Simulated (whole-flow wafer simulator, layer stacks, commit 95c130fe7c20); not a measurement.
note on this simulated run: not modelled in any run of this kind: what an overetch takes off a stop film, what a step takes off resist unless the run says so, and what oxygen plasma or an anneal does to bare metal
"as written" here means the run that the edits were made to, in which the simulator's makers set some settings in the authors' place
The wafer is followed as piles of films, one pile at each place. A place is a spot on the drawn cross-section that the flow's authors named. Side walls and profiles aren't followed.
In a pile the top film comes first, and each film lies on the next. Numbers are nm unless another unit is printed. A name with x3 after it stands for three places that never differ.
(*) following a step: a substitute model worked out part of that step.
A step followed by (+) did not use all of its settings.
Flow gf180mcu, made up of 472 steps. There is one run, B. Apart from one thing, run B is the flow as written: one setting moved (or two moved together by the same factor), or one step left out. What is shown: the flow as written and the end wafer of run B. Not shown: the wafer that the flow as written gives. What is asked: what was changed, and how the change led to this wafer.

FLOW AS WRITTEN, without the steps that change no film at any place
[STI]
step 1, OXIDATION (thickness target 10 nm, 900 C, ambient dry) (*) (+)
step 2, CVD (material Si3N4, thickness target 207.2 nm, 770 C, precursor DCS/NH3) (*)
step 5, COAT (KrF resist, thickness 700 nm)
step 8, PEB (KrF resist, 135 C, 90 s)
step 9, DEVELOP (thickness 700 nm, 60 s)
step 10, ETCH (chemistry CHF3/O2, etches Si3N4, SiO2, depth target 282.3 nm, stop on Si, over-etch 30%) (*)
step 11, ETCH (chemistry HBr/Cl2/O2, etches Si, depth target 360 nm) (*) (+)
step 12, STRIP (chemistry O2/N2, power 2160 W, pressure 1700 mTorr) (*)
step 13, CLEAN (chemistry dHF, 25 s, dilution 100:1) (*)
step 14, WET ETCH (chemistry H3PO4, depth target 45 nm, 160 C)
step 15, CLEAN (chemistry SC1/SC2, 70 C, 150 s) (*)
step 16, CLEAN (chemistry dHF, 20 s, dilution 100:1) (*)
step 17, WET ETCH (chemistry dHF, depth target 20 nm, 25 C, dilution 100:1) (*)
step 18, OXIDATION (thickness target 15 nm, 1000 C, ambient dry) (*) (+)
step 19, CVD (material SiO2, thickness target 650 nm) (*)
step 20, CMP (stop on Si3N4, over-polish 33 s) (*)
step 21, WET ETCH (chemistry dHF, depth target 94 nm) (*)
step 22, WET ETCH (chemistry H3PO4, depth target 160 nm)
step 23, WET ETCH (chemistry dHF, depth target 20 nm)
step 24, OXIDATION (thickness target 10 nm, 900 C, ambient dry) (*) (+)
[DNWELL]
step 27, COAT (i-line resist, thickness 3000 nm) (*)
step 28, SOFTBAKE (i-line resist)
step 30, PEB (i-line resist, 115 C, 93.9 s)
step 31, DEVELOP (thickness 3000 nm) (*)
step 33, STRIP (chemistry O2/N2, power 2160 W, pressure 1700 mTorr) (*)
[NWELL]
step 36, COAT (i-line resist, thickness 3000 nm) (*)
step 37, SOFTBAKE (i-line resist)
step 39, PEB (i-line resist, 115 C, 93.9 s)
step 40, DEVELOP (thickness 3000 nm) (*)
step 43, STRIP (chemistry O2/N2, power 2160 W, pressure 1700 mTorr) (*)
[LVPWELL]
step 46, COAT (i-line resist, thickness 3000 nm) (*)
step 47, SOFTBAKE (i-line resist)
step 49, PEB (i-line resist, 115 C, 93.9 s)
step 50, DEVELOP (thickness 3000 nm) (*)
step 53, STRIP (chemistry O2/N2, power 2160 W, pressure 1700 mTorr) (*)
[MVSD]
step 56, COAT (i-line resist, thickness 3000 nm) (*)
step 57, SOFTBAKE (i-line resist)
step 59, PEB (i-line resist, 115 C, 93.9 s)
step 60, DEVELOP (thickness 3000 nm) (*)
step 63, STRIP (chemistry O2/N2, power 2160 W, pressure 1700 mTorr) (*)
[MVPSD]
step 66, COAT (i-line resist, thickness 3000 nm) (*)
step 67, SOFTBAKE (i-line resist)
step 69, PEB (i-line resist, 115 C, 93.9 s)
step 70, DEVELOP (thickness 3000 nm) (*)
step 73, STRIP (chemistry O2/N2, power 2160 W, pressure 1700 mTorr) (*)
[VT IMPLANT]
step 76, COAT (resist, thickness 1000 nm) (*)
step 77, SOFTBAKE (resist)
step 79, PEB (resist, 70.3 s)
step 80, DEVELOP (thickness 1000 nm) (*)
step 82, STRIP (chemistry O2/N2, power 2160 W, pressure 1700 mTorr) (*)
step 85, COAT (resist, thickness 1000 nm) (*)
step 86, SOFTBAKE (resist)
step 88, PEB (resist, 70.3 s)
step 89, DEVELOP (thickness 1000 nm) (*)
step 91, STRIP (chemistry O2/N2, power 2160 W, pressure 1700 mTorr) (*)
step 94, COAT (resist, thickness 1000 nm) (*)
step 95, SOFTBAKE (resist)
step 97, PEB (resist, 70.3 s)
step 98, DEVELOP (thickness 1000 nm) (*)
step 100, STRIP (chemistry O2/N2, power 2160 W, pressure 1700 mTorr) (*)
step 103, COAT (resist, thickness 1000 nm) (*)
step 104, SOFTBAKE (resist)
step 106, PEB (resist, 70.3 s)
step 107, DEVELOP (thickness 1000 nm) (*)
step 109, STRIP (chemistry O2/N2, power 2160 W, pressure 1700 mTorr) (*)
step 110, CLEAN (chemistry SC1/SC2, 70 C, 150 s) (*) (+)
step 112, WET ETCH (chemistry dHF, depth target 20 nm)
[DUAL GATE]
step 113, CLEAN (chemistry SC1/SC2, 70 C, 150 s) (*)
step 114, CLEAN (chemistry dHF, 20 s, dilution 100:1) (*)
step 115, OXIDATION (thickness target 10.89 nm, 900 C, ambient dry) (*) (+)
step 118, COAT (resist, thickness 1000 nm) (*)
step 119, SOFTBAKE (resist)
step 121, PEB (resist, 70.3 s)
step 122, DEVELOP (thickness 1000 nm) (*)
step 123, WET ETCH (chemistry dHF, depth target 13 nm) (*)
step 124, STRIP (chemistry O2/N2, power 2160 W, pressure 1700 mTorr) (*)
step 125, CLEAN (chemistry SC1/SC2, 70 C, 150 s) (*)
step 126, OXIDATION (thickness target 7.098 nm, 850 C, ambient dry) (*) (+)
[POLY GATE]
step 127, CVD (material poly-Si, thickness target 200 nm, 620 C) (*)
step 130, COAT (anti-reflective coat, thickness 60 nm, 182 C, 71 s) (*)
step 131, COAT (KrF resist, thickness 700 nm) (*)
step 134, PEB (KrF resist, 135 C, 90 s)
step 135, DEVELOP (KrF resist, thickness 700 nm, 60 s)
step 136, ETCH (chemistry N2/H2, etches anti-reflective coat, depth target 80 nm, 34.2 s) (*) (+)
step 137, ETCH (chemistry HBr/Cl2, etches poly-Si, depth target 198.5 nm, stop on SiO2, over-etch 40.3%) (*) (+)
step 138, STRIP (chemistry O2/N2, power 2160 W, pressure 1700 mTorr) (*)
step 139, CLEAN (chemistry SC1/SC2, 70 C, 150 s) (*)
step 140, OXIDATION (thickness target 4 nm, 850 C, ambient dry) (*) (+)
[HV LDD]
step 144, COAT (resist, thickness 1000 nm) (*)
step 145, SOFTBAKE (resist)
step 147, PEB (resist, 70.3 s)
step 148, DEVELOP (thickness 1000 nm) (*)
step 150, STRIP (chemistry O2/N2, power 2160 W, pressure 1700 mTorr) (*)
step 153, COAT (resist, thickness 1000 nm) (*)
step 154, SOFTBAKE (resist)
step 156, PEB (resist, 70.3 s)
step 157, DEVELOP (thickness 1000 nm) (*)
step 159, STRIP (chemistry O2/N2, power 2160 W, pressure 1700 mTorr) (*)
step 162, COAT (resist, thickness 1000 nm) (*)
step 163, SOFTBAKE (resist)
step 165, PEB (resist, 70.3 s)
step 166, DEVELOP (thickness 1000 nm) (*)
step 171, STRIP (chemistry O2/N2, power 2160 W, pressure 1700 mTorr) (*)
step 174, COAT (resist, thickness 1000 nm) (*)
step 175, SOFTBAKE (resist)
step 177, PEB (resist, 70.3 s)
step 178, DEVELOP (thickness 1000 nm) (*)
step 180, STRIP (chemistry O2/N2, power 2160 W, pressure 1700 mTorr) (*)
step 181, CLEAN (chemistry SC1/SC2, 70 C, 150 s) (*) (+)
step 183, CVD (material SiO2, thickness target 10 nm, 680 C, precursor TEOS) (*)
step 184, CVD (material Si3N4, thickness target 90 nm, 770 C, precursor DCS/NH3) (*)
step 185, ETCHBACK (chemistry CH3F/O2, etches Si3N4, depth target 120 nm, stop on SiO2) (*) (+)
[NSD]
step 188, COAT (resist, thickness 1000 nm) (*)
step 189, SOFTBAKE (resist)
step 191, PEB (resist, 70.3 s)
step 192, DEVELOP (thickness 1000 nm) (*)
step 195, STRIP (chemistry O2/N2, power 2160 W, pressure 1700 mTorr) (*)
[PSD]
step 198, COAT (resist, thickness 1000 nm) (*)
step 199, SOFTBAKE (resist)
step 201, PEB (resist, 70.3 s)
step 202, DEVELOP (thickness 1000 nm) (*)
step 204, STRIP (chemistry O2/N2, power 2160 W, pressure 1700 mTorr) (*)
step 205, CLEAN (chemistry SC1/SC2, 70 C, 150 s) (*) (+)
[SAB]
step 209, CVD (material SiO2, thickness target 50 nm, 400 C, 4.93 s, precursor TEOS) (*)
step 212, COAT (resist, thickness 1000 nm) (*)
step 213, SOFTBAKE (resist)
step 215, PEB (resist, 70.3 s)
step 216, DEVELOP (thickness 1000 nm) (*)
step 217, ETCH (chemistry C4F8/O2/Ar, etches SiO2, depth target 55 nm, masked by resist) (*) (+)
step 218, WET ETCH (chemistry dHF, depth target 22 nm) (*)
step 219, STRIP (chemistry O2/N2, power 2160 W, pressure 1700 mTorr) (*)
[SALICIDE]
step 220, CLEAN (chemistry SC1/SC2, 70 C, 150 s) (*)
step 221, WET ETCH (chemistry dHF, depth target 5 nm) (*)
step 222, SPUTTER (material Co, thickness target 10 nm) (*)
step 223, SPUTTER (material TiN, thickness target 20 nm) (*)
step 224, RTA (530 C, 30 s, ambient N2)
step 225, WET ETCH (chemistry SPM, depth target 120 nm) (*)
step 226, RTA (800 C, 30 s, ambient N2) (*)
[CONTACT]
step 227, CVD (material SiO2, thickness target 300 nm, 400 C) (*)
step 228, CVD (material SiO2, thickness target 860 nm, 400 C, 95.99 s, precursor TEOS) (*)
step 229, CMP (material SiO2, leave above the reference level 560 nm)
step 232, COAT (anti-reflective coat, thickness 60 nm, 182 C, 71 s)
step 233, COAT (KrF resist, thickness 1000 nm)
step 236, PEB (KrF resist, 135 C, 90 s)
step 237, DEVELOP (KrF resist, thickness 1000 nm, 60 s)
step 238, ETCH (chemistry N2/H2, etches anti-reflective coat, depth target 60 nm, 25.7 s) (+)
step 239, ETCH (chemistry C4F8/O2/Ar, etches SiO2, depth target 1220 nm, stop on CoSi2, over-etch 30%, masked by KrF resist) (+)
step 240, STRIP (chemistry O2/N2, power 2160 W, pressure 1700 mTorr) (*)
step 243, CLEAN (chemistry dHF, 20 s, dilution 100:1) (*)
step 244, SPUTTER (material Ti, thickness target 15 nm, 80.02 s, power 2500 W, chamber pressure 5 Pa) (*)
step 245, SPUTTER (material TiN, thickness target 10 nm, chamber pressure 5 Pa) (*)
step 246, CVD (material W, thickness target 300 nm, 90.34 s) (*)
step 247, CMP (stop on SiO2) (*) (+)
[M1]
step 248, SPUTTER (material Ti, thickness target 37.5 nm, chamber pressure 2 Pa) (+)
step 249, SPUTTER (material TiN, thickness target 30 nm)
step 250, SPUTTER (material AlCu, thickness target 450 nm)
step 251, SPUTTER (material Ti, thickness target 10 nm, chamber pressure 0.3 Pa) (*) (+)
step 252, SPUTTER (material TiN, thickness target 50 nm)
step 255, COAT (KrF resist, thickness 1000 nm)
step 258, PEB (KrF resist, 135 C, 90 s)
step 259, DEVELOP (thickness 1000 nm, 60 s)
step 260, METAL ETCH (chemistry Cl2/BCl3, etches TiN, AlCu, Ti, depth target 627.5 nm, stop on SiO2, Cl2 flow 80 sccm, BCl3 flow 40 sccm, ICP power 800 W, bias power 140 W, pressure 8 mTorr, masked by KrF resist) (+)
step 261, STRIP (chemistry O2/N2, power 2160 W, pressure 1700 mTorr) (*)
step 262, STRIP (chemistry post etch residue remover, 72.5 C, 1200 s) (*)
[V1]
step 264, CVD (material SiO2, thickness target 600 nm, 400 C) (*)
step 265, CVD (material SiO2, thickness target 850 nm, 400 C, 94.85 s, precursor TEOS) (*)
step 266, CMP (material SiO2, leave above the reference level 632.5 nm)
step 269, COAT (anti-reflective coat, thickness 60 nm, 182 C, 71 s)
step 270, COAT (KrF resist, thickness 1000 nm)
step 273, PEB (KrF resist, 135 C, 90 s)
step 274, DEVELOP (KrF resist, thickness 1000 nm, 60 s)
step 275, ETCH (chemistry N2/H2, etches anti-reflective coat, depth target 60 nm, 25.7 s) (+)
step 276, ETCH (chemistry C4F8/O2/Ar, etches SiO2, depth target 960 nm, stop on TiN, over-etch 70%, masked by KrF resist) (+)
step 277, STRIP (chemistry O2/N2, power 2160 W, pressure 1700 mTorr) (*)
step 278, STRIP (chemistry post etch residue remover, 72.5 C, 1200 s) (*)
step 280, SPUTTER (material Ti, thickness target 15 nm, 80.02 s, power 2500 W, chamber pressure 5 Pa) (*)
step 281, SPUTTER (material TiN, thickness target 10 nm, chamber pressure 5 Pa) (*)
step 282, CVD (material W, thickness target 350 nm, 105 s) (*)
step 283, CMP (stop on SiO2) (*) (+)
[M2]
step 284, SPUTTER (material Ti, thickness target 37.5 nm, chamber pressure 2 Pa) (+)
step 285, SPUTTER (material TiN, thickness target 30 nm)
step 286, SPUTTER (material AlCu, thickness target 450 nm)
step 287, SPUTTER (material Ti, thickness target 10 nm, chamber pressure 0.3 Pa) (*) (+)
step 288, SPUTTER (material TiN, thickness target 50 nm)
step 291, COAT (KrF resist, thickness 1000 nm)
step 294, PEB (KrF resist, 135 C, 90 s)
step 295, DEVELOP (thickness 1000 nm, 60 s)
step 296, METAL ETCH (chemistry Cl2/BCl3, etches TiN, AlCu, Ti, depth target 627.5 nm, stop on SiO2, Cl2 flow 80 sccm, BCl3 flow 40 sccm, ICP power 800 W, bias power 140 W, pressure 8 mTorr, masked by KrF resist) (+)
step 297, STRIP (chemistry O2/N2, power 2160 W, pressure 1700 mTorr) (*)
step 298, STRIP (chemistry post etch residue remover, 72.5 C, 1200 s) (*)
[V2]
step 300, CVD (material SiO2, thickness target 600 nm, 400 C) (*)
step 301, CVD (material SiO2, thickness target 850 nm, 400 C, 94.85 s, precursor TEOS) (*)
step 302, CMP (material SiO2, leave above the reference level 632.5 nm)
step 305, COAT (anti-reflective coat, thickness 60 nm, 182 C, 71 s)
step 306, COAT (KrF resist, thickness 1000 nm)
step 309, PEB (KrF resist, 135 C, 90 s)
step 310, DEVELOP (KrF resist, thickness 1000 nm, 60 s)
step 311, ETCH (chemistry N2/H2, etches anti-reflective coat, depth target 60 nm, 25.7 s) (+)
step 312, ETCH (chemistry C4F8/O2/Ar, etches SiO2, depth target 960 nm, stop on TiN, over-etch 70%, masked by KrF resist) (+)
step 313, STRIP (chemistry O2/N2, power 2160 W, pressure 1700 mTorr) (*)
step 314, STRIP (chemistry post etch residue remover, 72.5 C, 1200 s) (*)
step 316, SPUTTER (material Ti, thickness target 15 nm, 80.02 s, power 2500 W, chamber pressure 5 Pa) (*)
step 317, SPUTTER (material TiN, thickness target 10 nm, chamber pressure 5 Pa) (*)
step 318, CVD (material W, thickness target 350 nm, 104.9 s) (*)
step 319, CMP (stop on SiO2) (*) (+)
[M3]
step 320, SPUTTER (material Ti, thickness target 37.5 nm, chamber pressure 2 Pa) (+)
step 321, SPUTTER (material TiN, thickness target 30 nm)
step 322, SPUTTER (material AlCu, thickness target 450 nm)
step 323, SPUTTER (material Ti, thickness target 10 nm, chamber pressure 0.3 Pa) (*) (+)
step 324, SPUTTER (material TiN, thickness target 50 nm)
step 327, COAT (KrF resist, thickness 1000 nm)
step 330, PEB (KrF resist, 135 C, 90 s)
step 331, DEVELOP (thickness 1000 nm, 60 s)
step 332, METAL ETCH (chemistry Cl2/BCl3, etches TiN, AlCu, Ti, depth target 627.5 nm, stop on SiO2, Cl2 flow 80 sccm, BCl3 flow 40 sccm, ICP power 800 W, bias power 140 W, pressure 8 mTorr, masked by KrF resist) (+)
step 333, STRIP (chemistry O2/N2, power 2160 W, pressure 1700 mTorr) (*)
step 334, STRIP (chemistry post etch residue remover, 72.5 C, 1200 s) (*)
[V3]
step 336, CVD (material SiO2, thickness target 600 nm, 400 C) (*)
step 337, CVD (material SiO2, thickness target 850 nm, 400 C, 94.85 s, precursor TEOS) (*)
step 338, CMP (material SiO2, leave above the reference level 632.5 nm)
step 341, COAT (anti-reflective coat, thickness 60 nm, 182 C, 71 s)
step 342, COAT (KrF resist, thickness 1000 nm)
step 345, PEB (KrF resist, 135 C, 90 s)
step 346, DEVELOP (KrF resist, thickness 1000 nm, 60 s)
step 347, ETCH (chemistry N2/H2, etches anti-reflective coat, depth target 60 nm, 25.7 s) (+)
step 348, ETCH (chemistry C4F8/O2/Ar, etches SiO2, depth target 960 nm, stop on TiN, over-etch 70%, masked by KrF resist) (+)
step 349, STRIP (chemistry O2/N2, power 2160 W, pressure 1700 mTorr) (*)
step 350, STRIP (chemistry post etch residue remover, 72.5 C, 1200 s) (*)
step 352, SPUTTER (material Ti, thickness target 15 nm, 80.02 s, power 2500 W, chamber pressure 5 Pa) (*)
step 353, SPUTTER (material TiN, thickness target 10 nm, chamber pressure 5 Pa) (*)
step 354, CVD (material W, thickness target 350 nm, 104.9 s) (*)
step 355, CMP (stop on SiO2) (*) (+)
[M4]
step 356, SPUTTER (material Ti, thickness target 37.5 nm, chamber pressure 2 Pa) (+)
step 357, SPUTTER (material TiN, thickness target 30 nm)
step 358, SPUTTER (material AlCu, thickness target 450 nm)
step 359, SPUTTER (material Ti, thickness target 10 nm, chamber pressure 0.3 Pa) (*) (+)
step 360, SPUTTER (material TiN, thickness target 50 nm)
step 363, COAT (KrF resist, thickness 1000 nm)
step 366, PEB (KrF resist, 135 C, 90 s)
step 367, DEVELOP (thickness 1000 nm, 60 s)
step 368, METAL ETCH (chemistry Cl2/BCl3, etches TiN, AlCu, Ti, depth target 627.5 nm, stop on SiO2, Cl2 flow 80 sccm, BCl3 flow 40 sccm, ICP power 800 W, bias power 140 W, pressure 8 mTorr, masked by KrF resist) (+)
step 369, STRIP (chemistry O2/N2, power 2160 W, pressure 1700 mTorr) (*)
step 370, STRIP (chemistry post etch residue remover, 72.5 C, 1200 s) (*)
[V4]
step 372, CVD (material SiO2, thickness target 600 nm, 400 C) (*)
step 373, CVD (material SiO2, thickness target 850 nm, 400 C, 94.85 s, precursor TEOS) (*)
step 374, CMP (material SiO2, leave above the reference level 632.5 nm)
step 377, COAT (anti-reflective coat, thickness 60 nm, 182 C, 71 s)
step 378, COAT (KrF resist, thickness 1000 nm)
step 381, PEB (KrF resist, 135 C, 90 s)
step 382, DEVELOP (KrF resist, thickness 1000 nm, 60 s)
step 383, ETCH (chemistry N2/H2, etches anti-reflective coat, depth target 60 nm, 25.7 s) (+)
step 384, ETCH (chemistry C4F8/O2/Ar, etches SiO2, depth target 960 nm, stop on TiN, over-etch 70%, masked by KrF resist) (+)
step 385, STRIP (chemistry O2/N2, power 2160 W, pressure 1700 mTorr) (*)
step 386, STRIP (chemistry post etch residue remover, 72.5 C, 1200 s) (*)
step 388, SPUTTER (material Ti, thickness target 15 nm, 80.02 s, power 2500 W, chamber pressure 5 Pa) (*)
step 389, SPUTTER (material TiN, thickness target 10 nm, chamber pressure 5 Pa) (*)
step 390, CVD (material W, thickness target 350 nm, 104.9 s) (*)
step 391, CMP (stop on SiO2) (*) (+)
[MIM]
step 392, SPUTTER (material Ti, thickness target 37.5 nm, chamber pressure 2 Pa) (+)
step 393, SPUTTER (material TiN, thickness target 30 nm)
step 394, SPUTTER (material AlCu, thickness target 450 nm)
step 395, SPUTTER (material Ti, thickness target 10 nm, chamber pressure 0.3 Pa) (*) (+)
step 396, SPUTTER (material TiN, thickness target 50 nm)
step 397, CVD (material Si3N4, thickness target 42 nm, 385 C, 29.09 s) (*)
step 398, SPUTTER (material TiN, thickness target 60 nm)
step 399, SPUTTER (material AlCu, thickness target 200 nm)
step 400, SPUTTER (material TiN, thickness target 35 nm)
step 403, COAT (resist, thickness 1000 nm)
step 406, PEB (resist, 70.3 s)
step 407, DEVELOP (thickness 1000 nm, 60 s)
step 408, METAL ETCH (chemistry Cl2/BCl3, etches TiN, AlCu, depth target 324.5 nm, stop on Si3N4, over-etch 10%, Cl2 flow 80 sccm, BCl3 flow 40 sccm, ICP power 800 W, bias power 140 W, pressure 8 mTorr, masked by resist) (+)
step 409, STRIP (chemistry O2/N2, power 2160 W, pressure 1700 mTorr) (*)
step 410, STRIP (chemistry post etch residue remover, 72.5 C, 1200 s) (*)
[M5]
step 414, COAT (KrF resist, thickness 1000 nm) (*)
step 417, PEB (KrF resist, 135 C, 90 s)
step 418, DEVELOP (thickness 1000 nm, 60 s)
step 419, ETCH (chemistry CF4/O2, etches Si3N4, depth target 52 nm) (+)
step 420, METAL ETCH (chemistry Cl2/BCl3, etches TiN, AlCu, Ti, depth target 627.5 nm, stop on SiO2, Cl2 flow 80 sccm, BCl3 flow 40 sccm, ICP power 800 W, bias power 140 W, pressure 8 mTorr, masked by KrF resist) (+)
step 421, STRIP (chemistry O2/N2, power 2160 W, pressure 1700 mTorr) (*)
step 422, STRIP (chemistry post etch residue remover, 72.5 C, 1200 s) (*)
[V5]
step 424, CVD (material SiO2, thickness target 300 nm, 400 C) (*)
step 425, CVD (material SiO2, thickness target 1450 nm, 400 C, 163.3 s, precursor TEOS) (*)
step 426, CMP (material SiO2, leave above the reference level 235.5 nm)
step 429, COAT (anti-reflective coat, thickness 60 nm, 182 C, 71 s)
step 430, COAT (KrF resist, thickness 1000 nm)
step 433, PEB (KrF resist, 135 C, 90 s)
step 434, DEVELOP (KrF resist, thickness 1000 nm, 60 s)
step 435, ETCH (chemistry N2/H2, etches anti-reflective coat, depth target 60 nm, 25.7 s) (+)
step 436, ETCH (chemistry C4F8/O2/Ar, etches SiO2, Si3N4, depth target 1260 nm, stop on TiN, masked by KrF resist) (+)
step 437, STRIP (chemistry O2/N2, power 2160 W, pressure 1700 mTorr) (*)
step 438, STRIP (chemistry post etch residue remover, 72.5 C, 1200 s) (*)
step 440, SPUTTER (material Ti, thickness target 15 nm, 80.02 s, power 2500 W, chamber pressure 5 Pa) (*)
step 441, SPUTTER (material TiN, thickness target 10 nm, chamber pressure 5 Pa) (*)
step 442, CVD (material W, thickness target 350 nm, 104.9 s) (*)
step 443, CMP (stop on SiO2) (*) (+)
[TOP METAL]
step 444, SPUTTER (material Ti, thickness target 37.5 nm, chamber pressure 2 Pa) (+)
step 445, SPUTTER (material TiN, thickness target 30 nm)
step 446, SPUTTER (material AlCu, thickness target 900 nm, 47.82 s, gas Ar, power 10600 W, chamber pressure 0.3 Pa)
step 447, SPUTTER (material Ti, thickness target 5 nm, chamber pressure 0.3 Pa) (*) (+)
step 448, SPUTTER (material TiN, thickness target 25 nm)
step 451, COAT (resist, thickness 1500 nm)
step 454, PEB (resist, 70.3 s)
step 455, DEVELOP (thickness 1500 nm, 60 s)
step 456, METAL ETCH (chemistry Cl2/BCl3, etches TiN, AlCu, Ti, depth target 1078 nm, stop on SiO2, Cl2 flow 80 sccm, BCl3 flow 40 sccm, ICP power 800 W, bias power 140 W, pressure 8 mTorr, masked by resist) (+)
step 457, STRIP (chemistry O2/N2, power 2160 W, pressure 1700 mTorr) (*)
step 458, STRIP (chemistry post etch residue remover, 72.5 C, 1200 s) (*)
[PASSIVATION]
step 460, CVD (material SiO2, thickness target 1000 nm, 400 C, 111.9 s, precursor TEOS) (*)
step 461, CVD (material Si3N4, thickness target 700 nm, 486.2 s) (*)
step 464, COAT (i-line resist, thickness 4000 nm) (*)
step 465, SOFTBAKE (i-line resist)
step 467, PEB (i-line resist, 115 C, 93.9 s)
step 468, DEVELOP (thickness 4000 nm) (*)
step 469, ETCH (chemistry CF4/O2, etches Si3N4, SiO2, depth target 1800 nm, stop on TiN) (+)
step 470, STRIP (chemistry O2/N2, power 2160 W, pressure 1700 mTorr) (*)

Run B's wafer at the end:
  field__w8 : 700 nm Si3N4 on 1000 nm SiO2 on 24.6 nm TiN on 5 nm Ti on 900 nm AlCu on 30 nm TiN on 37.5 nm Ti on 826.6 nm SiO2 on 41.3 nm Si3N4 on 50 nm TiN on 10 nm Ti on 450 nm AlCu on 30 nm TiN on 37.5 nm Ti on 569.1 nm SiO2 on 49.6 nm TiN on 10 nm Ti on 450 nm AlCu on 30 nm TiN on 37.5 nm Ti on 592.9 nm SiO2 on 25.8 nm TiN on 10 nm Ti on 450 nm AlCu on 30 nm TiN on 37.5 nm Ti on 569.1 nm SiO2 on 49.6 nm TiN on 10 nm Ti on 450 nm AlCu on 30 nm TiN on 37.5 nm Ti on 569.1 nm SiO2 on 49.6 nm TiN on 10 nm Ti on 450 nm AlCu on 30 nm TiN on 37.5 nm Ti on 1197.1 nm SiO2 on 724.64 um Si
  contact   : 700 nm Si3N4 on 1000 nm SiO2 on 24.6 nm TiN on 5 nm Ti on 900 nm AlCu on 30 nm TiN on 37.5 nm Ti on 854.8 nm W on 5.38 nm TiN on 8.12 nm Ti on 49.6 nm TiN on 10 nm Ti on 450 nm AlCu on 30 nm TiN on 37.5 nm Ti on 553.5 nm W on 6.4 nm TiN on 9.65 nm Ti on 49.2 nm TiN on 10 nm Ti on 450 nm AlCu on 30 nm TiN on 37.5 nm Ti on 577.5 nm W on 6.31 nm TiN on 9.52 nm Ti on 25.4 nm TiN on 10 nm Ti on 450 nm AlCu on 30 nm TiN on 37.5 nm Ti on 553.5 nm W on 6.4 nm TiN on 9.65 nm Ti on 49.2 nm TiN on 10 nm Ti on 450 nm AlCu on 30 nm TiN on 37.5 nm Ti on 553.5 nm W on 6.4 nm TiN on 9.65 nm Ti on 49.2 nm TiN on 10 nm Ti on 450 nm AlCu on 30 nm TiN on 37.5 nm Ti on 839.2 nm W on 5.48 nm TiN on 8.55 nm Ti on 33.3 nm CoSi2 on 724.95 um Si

The reason: step 324, SPUTTER: thickness target 26.2 nm was run, whereas the flow has thickness target 50 nm.

The path from the change to this, step by step:
  step 324, SPUTTER (material TiN, thickness target 50 nm)
      field, field__w1, field__w2 and 108 more: TiN gains 26.2 (new film) (in the flow as written it would be: TiN gains 50 (new film))
  step 332, METAL ETCH (chemistry Cl2/BCl3, etches TiN, AlCu, Ti, depth target 627.5 nm, stop on SiO2, Cl2 flow 80 sccm, BCl3 flow 40 sccm, ICP power 800 W, bias power 140 W, pressure 8 mTorr, masked by KrF resist) (+)
      field, field__w1, field__w2 and 103 more: TiN loses 26.2 (all of it), Ti loses 10 (all of it), AlCu loses 450 (all of it), TiN loses 30 (all of it), Ti loses 37.5 (all of it) (in the flow as written it would be: TiN loses 50 (all of it), Ti loses 10 (all of it), AlCu loses 450 (all of it), TiN loses 30 (all of it), Ti loses 37.5 (all of it))
  step 338, CMP (material SiO2, leave above the reference level 632.5 nm)
      field__w8, contact, m1, m1__w1, m1_nw: SiO2 loses 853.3 (in the flow as written it would be: SiO2 loses 877.1)
  step 348, ETCH (chemistry C4F8/O2/Ar, etches SiO2, depth target 960 nm, stop on TiN, over-etch 70%, masked by KrF resist) (+)
      contact: SiO2 loses 596.3 (all of it) (in the flow as written it would be: SiO2 loses 572.5 (all of it))
  step 354, CVD (material W, thickness target 350 nm, 104.9 s) (*)
      contact: W gains 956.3 (new film) (in the flow as written it would be: W gains 932.3 (new film))
